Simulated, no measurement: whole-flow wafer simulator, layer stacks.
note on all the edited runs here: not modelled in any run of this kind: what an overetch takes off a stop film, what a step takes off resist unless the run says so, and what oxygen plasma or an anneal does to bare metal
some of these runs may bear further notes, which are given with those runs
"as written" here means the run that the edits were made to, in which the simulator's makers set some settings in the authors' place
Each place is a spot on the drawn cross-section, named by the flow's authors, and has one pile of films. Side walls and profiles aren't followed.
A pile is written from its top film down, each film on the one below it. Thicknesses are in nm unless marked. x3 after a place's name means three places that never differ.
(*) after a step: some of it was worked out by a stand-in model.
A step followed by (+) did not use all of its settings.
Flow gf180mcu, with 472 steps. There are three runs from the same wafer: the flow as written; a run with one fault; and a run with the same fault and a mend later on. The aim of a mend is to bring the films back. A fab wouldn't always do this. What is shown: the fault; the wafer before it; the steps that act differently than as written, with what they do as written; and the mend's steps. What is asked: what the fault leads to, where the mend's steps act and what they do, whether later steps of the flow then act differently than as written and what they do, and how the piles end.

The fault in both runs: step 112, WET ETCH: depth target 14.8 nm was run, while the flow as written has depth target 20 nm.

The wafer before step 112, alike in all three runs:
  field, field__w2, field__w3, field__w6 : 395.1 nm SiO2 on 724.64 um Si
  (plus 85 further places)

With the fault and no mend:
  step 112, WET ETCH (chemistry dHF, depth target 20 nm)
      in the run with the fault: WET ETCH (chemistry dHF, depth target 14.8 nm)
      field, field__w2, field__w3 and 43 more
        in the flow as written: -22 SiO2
        in the run with the fault: -16.3 SiO2
  Steps further on in the flow that do not act as written (not shown: 54 more steps that differ only slightly, by at most 2% or 0.5 nm, whichever is larger):
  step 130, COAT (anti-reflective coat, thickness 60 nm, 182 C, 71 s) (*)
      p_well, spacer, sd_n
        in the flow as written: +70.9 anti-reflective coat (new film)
        in the run with the fault: +76.3 anti-reflective coat (new film)
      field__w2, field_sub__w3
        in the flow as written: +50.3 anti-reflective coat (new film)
        in the run with the fault: +48.4 anti-reflective coat (new film)
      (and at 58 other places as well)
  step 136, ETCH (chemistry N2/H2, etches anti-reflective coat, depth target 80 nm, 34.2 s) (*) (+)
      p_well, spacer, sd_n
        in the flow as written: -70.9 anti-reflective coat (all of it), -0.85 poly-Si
        in the run with the fault: -76.3 anti-reflective coat (all of it), -0.71 poly-Si
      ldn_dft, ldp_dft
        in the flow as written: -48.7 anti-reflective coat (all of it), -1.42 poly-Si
        in the run with the fault: -46 anti-reflective coat (all of it), -1.49 poly-Si
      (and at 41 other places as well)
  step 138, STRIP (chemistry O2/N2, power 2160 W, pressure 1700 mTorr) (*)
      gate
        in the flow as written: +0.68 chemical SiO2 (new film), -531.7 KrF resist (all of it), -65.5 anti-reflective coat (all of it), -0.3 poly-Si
        in the run with the fault: +0.68 chemical SiO2 (new film), -531.9 KrF resist (all of it), -68 anti-reflective coat (all of it), -0.3 poly-Si
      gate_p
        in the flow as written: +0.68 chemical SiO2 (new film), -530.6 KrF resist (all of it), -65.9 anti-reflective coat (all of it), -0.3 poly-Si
        in the run with the fault: +0.68 chemical SiO2 (new film), -530.7 KrF resist (all of it), -68.7 anti-reflective coat (all of it), -0.3 poly-Si
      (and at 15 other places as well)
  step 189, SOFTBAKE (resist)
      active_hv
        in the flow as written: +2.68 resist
        in the run with the fault: -0.47 resist
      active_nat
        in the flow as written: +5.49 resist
        in the run with the fault: +9.3 resist
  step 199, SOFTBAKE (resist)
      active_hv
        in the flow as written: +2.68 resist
        in the run with the fault: -0.47 resist
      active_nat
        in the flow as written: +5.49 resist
        in the run with the fault: +9.3 resist
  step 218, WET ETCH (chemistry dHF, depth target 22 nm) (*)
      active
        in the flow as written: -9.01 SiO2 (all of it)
        in the run with the fault: -8.26 SiO2 (all of it)
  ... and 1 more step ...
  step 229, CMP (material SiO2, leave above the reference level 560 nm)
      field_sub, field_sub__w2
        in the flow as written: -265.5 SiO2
        in the run with the fault: -271.9 SiO2
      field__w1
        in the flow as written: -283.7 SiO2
        in the run with the fault: -289.9 SiO2
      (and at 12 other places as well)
  At ld_sd_n, the piles at the end differ from the flow's by more than 2% or 0.5 nm, whichever is larger.
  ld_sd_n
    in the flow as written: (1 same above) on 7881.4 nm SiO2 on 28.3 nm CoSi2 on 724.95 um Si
    in the run with the fault: (1 same above) on 7881.4 nm SiO2 on 27.7 nm CoSi2 on 724.95 um Si

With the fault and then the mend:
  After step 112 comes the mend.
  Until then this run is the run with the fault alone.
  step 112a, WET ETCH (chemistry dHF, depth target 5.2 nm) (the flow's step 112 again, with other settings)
      field, field__w2, field__w3 and 43 more
        -5.2 SiO2
  Steps further on in the flow that do not act as written (not shown: 56 more steps that differ only slightly, by at most 2% or 0.5 nm, whichever is larger):
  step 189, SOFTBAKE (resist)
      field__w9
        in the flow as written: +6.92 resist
        in the run with the mend: -3.07 resist
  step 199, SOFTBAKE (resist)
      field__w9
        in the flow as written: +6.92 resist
        in the run with the mend: -3.07 resist
  At the end the piles are close to the flow's at the places that both follow, differing by at most 2% or 0.5 nm, whichever is larger.
